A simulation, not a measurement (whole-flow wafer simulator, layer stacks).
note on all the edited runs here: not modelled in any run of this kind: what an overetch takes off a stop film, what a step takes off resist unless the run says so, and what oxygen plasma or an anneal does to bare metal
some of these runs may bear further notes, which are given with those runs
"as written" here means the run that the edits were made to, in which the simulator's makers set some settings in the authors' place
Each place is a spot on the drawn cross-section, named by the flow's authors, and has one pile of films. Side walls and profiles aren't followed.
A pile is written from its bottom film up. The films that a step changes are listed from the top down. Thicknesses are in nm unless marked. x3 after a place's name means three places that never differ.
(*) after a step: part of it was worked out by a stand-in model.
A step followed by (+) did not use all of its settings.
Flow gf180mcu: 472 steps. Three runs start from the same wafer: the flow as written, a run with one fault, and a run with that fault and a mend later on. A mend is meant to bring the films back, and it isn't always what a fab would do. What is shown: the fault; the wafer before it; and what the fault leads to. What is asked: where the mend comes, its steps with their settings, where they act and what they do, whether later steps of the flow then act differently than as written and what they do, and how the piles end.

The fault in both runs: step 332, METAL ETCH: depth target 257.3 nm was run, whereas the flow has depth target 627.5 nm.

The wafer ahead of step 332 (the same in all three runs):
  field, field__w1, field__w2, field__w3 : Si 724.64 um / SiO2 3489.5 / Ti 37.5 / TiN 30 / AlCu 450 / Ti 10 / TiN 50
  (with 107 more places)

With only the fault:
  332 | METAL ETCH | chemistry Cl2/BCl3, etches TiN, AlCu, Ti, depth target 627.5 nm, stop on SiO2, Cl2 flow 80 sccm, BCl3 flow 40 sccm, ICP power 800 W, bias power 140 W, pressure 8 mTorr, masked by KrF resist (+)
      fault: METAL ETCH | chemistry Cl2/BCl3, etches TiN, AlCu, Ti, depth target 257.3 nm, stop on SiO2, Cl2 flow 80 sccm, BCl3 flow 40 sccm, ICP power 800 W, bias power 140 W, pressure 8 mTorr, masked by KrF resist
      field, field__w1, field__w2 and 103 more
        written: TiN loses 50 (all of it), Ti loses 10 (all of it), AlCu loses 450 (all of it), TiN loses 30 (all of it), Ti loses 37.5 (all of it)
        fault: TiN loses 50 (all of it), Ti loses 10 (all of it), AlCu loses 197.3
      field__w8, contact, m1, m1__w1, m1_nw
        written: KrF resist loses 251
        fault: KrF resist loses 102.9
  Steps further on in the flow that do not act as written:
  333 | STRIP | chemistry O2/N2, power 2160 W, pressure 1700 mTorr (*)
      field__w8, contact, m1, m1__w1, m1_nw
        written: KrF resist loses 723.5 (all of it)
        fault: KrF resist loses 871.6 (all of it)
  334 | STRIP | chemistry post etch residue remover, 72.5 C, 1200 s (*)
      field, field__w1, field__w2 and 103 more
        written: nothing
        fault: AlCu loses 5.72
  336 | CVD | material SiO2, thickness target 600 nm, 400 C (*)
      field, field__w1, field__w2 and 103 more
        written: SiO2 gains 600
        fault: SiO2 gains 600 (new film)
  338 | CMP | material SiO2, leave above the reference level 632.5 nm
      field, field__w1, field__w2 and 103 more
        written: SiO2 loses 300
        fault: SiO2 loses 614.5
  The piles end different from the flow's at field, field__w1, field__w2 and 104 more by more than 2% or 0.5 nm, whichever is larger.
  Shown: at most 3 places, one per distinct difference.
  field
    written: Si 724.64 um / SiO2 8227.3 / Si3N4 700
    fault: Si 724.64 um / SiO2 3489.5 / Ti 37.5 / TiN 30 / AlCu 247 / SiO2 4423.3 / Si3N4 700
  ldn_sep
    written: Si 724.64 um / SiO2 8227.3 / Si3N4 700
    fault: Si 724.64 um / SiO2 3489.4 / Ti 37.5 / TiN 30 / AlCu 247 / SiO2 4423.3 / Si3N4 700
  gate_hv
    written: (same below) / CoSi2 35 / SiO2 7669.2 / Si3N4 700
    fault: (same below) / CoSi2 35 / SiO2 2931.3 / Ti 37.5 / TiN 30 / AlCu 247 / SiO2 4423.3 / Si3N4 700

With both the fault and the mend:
  The mend stands after step 332.
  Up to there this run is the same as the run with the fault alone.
  332a | METAL ETCH | chemistry Cl2/BCl3, etches TiN, AlCu, Ti, depth target 370.2 nm, stop on SiO2, Cl2 flow 80 sccm, BCl3 flow 40 sccm, ICP power 800 W, bias power 140 W, pressure 8 mTorr, masked by KrF resist (+) (the flow's step 332 again, with other settings)
      field, field__w1, field__w2 and 103 more
        AlCu loses 252.7 (all of it), TiN loses 30 (all of it), Ti loses 37.5 (all of it)
      field__w8, contact, m1, m1__w1, m1_nw
        KrF resist loses 148.1
  Later steps of the flow that are run all act as written at every place that is followed.
  The piles end the same as the flow's at every place that both follow.
